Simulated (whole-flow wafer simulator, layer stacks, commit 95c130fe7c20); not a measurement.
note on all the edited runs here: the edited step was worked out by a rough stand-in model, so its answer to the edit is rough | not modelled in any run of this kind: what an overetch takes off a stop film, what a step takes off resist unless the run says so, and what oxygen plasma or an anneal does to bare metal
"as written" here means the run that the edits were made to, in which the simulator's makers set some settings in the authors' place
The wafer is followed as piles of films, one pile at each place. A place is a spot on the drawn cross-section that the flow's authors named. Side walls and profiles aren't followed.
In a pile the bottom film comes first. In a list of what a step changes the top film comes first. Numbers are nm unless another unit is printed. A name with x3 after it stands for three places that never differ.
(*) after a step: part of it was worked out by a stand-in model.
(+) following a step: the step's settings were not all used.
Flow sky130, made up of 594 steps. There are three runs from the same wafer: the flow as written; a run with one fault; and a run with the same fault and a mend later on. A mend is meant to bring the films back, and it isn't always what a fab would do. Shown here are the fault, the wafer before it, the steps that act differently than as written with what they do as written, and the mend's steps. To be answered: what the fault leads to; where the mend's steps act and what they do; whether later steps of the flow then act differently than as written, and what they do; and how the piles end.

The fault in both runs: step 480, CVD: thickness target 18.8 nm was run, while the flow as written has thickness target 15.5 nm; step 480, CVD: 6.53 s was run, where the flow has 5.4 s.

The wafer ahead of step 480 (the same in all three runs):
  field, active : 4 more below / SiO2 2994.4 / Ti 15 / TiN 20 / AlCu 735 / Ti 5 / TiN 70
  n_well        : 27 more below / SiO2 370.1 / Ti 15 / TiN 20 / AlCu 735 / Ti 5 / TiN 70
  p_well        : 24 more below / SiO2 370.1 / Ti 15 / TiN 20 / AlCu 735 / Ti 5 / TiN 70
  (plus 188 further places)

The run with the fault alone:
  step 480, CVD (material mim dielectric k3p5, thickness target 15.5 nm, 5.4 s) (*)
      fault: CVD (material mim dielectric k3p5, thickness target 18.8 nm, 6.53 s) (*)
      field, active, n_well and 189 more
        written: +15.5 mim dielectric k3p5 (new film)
        fault: +18.8 mim dielectric k3p5 (new film)
  Later steps of the flow acting differently than as written (6 more steps, not shown, differ only slightly: by at most 2% or 0.5 nm, whichever is larger):
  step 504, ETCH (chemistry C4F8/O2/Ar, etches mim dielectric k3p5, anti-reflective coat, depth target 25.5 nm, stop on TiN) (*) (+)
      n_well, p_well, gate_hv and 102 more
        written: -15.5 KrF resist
        fault: -17 KrF resist
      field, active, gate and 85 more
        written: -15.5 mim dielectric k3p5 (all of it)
        fault: -18.8 mim dielectric k3p5 (all of it)
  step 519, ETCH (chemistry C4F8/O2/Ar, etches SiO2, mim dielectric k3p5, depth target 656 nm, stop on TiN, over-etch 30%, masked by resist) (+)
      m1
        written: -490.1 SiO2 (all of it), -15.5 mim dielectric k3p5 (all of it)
        fault: -486.8 SiO2 (all of it), -18.8 mim dielectric k3p5 (all of it)
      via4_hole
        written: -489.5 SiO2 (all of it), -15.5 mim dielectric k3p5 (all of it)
        fault: -486.2 SiO2 (all of it), -18.8 mim dielectric k3p5 (all of it)
  The piles end different from the flow's at n_well, p_well, gate_hv and 100 more by more than 2% or 0.5 nm, whichever is larger.
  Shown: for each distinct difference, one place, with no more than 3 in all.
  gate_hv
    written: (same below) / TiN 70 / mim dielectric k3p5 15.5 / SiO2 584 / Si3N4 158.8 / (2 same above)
    fault: (same below) / TiN 70 / mim dielectric k3p5 18.8 / SiO2 580.7 / Si3N4 158.8 / (2 same above)
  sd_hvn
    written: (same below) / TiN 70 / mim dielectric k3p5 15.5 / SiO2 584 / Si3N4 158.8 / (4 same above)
    fault: (same below) / TiN 70 / mim dielectric k3p5 18.8 / SiO2 580.7 / Si3N4 158.8 / (4 same above)
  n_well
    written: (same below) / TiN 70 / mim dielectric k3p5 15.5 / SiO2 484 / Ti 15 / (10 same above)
    fault: (same below) / TiN 70 / mim dielectric k3p5 18.8 / SiO2 480.7 / Ti 15 / (10 same above)

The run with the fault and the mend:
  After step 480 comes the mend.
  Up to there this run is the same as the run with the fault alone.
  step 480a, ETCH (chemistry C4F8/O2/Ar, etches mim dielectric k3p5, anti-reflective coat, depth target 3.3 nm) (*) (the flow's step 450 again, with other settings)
      field, active, n_well and 189 more
        -3.3 mim dielectric k3p5
  Later steps of the flow that are run all act as written at every place that is followed.
  By the end, the piles equal the flow's at every place that both follow.
